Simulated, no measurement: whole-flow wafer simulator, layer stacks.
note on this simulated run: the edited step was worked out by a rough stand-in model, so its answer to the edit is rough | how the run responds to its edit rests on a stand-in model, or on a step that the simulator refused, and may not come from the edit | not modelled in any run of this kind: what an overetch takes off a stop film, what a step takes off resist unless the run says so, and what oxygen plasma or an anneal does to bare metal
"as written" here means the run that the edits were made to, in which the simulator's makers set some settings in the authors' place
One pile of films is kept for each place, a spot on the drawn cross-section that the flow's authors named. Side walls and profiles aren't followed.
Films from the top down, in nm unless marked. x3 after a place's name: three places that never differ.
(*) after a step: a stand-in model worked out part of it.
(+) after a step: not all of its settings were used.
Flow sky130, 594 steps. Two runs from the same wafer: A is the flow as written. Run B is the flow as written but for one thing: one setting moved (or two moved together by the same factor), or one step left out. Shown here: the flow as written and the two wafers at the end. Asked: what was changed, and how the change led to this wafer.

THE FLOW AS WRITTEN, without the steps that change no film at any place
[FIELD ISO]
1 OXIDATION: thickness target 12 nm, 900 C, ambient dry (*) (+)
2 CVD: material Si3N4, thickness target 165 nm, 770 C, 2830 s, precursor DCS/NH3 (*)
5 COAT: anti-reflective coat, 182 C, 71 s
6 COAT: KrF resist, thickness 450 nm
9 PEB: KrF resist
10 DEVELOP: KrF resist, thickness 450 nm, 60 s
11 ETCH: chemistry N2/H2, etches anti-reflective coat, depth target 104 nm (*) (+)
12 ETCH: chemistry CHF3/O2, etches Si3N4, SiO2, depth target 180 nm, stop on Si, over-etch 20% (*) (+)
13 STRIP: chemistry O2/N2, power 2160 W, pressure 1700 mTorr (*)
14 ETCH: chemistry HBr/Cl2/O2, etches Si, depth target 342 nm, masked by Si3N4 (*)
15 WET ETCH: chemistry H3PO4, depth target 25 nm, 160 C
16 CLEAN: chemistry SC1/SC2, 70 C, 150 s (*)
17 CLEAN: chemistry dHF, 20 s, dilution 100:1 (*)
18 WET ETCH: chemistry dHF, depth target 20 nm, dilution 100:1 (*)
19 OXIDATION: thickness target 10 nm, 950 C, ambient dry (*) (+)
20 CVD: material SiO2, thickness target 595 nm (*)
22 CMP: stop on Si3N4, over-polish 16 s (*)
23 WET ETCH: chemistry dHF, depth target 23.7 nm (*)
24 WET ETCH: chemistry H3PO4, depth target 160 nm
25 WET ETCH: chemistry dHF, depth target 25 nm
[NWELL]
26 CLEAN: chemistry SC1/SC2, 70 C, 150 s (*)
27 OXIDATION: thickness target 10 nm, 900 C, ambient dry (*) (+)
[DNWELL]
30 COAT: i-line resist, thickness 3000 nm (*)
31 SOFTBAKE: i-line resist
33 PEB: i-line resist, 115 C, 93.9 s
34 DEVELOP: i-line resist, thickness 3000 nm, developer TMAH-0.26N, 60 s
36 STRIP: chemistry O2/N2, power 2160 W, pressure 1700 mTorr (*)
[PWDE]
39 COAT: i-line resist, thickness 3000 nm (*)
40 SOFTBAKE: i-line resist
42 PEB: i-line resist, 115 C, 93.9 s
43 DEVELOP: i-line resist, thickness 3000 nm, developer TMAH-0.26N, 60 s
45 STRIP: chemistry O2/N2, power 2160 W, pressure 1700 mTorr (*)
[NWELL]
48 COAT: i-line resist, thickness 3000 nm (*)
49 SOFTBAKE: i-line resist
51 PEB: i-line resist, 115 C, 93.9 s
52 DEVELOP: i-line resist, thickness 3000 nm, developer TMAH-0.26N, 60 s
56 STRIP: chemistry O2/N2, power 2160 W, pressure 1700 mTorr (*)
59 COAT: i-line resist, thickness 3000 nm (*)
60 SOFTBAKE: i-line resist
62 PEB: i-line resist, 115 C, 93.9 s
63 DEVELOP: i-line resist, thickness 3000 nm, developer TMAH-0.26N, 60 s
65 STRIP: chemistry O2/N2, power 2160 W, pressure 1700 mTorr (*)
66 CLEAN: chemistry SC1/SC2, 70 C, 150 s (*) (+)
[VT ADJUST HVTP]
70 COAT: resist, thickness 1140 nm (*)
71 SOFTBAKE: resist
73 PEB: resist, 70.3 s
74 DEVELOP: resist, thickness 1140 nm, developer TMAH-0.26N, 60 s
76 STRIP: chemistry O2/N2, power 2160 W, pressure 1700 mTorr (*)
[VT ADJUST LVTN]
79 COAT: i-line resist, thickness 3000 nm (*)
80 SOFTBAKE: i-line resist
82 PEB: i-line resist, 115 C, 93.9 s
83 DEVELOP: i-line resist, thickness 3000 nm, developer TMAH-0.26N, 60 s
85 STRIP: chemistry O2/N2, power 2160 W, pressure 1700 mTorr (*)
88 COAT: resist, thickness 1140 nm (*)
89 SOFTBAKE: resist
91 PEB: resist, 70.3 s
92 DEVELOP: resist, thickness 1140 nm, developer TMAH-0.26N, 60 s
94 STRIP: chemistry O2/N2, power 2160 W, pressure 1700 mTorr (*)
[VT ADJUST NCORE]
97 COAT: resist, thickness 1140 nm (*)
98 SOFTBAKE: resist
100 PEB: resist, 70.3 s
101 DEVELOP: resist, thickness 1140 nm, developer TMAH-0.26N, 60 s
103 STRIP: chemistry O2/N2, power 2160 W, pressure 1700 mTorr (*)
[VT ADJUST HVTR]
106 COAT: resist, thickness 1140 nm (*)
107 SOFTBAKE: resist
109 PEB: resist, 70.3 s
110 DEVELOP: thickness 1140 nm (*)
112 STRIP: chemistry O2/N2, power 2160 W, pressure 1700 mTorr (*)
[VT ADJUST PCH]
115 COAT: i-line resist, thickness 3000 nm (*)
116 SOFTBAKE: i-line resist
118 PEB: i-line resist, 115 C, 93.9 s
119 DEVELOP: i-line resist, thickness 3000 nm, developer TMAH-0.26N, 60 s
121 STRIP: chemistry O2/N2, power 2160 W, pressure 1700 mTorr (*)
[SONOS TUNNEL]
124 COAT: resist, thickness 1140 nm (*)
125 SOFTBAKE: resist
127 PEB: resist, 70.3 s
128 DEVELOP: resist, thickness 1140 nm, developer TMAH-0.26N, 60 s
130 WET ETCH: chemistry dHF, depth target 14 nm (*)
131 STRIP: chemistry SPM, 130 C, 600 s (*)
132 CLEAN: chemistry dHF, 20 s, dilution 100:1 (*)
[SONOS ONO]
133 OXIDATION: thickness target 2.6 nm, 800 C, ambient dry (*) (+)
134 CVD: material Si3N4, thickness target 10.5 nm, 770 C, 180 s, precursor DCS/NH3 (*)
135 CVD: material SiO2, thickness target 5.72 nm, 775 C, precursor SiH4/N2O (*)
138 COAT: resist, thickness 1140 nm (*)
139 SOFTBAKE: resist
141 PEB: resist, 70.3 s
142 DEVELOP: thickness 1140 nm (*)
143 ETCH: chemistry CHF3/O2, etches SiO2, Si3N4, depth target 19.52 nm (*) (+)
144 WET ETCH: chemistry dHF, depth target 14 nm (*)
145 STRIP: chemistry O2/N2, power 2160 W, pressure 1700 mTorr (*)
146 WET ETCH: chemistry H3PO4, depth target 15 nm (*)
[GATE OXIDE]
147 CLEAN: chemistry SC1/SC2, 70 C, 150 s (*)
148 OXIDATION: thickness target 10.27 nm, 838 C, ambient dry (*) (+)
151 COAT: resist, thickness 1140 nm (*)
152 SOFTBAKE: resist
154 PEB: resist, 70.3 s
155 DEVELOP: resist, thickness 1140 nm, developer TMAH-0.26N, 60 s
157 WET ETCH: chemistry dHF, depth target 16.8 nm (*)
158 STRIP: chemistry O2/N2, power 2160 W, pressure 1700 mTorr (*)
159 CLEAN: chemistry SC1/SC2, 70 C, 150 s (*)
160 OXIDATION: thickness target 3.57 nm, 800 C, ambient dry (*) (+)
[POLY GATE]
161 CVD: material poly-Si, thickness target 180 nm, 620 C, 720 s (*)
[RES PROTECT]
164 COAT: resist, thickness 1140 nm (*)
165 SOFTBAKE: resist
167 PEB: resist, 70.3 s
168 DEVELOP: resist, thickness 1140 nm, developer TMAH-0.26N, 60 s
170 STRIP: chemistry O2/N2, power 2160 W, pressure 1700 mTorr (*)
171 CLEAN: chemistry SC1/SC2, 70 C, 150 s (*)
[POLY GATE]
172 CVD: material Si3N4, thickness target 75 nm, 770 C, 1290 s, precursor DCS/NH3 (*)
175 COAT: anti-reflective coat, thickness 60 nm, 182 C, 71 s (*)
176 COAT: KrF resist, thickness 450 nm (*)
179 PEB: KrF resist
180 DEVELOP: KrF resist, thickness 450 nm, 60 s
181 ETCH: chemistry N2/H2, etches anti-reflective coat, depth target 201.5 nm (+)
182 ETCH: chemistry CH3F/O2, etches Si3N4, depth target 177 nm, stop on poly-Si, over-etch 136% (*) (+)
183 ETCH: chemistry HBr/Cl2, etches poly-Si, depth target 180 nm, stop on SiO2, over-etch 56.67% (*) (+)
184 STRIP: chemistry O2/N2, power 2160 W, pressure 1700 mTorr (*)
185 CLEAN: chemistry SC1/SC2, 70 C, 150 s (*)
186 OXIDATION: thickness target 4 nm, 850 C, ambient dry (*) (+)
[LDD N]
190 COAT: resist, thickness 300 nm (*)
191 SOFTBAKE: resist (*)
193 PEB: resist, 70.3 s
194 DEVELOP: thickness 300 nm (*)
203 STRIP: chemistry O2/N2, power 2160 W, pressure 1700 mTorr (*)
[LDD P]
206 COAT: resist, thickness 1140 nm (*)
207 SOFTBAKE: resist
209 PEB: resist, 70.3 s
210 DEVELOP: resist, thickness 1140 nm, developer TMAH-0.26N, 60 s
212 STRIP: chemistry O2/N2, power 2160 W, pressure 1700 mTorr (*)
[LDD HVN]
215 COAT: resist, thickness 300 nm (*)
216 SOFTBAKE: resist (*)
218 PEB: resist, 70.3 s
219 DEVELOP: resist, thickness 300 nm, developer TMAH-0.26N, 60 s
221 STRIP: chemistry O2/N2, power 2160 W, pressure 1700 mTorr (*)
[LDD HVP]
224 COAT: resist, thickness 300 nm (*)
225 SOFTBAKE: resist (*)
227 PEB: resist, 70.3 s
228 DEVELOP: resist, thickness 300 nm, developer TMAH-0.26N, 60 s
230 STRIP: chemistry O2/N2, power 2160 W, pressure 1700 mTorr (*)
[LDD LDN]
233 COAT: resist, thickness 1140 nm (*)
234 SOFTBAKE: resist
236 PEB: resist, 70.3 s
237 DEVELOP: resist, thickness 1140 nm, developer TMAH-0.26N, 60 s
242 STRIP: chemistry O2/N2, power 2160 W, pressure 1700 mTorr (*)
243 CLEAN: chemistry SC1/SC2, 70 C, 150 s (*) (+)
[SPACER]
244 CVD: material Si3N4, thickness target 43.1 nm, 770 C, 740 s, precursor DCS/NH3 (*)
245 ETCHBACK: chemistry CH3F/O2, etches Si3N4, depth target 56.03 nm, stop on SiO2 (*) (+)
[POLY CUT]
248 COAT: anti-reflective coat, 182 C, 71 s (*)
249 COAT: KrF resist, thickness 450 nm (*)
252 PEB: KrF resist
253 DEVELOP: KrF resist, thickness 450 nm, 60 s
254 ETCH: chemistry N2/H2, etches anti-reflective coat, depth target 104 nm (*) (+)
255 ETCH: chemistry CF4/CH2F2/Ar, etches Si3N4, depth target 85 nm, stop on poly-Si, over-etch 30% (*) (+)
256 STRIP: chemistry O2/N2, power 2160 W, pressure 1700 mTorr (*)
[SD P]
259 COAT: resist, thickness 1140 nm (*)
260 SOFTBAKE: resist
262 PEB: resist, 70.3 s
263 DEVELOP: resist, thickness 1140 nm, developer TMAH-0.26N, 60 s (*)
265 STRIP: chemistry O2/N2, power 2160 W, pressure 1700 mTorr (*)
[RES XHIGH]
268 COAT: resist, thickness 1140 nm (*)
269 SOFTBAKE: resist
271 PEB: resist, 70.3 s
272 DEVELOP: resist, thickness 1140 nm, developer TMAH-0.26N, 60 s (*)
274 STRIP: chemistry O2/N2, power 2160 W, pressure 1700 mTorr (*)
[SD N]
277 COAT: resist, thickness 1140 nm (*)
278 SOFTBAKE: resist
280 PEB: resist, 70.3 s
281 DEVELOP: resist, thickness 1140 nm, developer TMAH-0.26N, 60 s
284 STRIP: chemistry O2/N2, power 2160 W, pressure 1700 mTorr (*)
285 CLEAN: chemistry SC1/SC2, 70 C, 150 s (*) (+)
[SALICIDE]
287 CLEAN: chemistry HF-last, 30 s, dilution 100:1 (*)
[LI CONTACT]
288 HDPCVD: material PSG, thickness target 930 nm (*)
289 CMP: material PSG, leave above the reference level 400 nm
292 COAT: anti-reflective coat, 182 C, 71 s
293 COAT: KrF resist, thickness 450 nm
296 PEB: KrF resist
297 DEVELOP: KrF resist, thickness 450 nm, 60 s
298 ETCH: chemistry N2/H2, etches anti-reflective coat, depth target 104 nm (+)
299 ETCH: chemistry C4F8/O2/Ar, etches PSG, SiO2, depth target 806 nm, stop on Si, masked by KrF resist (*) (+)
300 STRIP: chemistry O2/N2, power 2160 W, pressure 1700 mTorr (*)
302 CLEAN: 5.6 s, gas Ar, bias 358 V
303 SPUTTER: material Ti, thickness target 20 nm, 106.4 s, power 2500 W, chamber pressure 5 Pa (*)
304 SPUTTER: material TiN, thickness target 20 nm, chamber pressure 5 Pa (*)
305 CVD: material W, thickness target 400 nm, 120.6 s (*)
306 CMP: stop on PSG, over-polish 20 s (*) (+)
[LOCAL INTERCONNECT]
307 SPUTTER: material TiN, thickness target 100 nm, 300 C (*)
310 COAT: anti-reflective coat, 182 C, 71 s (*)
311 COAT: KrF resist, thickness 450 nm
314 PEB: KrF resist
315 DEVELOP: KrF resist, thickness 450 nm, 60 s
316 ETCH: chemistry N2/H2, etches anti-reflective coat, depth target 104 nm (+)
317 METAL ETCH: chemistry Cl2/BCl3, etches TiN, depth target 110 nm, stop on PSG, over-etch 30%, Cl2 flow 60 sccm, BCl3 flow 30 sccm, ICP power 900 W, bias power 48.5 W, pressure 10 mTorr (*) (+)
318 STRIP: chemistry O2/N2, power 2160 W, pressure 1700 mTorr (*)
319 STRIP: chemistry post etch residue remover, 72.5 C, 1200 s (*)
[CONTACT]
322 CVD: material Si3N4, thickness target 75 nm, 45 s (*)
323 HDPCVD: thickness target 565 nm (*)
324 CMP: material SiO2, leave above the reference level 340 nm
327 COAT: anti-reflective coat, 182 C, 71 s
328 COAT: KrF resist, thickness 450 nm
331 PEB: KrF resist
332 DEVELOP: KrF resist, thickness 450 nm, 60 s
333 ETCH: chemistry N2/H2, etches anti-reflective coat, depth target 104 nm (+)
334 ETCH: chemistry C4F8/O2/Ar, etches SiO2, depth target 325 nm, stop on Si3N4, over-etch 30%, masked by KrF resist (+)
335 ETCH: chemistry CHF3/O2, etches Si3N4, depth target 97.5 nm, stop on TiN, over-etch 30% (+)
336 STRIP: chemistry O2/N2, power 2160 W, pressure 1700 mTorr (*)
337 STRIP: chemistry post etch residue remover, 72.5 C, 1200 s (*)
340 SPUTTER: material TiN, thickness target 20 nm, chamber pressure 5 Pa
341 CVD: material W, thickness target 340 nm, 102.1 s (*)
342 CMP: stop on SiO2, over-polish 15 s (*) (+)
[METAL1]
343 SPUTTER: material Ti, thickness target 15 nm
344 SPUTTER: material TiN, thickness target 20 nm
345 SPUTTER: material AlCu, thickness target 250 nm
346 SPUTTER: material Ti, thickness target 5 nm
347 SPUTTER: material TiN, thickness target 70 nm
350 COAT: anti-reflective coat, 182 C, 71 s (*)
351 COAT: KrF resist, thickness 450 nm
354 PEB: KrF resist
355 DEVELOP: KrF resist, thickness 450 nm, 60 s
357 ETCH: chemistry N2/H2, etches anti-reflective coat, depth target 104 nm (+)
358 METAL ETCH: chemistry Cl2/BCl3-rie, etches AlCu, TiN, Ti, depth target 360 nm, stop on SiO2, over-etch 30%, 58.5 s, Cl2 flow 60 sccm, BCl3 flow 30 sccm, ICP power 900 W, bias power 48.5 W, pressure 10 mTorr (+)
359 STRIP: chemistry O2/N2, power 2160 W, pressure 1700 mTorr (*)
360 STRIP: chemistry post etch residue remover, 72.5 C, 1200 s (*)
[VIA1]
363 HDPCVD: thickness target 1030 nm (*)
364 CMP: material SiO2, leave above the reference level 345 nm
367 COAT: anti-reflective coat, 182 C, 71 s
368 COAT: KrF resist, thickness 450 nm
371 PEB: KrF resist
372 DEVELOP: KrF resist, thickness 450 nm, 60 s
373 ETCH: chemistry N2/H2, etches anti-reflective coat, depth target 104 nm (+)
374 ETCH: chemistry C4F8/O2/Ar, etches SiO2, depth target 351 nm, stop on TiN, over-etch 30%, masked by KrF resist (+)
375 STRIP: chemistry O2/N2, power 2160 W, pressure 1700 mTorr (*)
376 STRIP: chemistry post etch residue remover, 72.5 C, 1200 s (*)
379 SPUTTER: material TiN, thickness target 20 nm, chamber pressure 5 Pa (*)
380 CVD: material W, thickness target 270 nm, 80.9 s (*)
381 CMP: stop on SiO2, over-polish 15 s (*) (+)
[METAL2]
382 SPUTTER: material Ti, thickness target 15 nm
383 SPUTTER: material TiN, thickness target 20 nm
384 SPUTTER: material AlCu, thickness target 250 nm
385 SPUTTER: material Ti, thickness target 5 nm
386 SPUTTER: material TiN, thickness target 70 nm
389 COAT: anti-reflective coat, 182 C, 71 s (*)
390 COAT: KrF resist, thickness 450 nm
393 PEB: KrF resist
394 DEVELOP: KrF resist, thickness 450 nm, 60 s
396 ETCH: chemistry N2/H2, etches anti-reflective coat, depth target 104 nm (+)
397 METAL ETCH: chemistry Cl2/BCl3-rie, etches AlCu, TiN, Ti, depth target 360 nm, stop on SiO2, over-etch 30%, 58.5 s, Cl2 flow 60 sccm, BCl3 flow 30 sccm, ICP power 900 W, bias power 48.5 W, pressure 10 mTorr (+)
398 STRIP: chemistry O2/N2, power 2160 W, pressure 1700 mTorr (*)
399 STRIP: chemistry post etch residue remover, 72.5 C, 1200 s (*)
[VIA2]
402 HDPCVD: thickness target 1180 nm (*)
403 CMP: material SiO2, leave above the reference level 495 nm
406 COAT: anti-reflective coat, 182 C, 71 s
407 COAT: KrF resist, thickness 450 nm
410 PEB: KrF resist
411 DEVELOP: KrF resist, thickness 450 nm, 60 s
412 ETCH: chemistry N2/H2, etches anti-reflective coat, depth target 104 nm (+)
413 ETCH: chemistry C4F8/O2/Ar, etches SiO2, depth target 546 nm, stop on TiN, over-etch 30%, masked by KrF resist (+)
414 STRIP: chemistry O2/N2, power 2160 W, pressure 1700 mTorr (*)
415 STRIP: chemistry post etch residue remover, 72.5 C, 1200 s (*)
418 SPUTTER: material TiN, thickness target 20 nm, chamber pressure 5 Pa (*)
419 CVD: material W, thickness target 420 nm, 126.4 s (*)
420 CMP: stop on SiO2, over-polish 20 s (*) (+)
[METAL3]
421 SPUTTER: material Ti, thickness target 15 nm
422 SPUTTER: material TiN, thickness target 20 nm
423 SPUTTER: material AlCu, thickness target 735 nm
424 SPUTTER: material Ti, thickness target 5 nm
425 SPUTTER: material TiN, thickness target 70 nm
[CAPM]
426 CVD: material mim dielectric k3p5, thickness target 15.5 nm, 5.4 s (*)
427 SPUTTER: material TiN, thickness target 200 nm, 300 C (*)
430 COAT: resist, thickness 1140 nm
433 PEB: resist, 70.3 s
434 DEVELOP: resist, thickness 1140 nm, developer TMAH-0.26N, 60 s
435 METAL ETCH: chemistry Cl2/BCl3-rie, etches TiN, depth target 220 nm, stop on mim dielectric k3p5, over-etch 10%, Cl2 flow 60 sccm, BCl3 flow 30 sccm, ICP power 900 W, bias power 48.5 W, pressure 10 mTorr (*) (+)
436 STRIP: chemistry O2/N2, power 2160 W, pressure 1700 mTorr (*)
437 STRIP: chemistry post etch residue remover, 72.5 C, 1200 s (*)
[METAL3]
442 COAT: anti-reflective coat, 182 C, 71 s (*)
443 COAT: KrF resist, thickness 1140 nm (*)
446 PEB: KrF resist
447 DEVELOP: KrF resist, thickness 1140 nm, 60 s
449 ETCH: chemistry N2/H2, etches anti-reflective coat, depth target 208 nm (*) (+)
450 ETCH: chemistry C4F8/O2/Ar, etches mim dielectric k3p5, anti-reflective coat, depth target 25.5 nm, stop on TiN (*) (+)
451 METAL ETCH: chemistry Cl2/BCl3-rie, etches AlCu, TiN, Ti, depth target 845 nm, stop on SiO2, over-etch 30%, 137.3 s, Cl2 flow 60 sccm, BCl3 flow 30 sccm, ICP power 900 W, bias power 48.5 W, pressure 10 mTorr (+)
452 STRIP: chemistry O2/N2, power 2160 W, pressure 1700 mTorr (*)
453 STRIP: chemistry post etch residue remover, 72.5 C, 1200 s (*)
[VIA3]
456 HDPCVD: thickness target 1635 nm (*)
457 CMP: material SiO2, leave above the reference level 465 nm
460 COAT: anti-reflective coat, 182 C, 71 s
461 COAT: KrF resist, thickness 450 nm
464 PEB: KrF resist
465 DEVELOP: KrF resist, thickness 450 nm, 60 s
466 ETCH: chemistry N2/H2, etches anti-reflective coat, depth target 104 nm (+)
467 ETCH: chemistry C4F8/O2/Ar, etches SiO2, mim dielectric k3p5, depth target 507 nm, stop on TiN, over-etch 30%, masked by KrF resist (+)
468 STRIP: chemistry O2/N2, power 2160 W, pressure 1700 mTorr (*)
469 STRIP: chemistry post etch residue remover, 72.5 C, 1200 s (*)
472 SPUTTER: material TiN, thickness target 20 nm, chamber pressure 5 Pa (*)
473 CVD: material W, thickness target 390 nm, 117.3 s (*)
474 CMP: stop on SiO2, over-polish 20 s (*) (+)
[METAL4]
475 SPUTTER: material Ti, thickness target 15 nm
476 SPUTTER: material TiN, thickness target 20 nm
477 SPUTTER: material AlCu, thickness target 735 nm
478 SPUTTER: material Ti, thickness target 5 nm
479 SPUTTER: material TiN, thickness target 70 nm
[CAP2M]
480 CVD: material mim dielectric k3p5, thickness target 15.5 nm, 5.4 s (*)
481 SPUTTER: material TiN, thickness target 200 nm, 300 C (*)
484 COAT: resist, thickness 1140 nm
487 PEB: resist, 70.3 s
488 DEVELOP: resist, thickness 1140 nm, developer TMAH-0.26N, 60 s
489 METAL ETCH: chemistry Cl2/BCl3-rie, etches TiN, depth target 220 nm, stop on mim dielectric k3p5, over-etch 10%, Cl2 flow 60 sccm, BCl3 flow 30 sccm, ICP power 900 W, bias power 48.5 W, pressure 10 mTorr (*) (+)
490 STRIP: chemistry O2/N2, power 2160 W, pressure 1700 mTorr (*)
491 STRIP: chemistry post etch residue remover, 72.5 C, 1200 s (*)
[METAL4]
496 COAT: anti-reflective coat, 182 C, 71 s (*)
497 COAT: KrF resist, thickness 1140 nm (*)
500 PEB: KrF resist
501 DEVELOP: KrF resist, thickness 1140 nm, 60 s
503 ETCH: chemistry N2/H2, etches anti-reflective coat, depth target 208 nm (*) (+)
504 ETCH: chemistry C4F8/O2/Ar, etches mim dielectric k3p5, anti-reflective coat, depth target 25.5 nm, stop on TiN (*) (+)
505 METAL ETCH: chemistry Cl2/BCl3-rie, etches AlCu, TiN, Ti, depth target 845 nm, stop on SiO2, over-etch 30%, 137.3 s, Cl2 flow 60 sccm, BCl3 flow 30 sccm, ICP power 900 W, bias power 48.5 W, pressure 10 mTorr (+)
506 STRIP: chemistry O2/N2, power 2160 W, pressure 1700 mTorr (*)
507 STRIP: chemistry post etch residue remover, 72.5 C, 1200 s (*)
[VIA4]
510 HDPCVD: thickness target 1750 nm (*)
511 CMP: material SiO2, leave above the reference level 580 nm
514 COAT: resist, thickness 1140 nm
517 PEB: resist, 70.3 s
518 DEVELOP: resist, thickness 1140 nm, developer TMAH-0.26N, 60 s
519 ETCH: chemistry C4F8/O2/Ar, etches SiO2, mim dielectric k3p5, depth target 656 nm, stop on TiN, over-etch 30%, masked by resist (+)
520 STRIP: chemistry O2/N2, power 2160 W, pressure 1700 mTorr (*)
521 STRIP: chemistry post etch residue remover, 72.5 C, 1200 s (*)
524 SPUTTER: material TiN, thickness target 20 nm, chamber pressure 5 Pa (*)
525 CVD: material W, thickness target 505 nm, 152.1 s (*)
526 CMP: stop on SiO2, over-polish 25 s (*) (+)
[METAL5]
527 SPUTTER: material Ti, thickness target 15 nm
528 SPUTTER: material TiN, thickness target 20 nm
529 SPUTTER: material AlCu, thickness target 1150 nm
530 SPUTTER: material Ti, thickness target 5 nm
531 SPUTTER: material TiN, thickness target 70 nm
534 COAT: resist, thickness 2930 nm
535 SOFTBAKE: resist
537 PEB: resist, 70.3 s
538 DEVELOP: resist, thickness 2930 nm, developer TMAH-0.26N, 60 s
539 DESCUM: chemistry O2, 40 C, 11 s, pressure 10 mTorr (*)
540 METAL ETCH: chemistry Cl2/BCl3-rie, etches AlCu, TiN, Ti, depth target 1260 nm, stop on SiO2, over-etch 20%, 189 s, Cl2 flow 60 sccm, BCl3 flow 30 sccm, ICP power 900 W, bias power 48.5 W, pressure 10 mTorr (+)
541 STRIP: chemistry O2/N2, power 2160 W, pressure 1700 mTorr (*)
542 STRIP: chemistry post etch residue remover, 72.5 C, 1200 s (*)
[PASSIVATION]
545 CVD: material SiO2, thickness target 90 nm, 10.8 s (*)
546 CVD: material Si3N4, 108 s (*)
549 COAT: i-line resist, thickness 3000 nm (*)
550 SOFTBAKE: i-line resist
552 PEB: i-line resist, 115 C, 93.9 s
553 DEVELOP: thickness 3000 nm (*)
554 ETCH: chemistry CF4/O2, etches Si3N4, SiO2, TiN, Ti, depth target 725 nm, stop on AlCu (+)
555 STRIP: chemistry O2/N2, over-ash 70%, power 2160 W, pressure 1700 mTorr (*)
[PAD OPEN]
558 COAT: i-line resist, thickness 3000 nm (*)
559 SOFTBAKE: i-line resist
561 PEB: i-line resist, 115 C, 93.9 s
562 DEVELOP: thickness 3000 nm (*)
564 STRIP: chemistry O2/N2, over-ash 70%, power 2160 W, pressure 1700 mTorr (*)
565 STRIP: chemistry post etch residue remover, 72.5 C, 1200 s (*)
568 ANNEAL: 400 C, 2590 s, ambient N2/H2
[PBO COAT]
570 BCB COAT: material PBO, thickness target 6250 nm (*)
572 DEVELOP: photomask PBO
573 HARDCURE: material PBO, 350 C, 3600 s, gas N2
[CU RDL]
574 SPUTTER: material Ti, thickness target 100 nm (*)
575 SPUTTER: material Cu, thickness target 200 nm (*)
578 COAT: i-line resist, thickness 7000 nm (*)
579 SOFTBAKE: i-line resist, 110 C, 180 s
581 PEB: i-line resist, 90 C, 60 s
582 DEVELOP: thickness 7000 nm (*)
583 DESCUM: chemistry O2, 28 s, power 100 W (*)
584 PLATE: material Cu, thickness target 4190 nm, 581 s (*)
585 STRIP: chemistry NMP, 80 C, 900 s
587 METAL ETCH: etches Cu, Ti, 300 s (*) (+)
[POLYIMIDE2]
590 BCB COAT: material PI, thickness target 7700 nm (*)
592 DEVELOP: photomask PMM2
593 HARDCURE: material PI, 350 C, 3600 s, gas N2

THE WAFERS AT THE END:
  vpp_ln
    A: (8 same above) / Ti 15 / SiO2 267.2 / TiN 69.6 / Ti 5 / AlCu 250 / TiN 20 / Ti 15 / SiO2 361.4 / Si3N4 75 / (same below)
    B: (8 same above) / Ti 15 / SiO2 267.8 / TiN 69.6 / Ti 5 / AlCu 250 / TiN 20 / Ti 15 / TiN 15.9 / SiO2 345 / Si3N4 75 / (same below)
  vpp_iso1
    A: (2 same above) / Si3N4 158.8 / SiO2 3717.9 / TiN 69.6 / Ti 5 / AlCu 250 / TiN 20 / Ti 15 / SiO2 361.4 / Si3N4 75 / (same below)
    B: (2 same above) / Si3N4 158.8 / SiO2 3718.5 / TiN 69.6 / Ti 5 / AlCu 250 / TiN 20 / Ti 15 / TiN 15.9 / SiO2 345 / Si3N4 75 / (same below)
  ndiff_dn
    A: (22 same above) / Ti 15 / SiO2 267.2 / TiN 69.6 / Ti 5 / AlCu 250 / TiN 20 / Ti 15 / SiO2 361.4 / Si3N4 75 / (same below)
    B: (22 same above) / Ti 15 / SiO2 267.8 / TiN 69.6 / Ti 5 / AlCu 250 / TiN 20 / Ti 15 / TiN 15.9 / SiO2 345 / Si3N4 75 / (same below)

The cause: step 323, HDPCVD: thickness target 345 nm was run, where the flow has thickness target 565 nm.

How the change led to this, step by step:
  323 HDPCVD: thickness target 565 nm (*)
      field, active, n_well and 188 more: A SiO2 +565 (new film) | B SiO2 +345 (new film)
  324 CMP: material SiO2, leave above the reference level 340 nm
      field, active, gate and 88 more: A SiO2 -200.4 | B nothing
      n_well, p_well, gate_hv and 93 more: A SiO2 -300 | B SiO2 -80
      (and at 4 more places)
  327 COAT: anti-reflective coat, 182 C, 71 s
      n_well, p_well, sd_n, sd_p, pad: A anti-reflective coat +80 (new film) | B anti-reflective coat +60.5 (new film)
      gate_p, npn11_e, pnp_par_nw: A anti-reflective coat +80 (new film) | B anti-reflective coat +73.7 (new film)
      (and at 79 more places)
  333 ETCH: chemistry N2/H2, etches anti-reflective coat, depth target 104 nm (+)
      poly_licon, rpo_hd_licon: A anti-reflective coat -80 (all of it), SiO2 -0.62 | B anti-reflective coat -64.5 (all of it), SiO2 -1.01
      ndiff_licon: A anti-reflective coat -80 (all of it), SiO2 -0.62 | B anti-reflective coat -74.6 (all of it), SiO2 -0.75
      (and at 1 more place)
  336 STRIP: chemistry O2/N2, power 2160 W, pressure 1700 mTorr (*)
      n_well, p_well, sd_n, sd_p, pad: A KrF resist -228 (all of it), anti-reflective coat -80 (all of it) | B KrF resist -228.9 (all of it), anti-reflective coat -60.5 (all of it)
      gate_hv: A KrF resist -228 (all of it), anti-reflective coat -80 (all of it) | B KrF resist -228.9 (all of it), anti-reflective coat -78.2 (all of it)
      (and at 81 more places)
  341 CVD: material W, thickness target 340 nm, 102.1 s (*)
      ndiff_licon_cpp, rpo_hd_licon: A W +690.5 (new film) | B W +670.6 (new film)
  342 CMP: stop on SiO2, over-polish 15 s (*) (+)
      field, active, gate and 88 more: A W -340 (all of it), TiN -20 (all of it), SiO2 -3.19 | B W -340 (all of it), TiN -4.14
      ndiff_licon_cpp, rpo_hd_licon: A W -363.7 | B W -344.1
  358 METAL ETCH: chemistry Cl2/BCl3-rie, etches AlCu, TiN, Ti, depth target 360 nm, stop on SiO2, over-etch 30%, 58.5 s, Cl2 flow 60 sccm, BCl3 flow 30 sccm, ICP power 900 W, bias power 48.5 W, pressure 10 mTorr (+)
      field, active, gate and 79 more: A TiN -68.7 (all of it), Ti -5 (all of it), AlCu -250 (all of it), TiN -20 (all of it), Ti -15 (all of it), SiO2 -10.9 | B TiN -68.7 (all of it), Ti -5 (all of it), AlCu -250 (all of it), TiN -20 (all of it), Ti -15 (all of it), TiN -15.9 (all of it), SiO2 -9.35
  364 CMP: material SiO2, leave above the reference level 345 nm
      field, active, gate and 79 more: A SiO2 -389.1 | B SiO2 -374.3
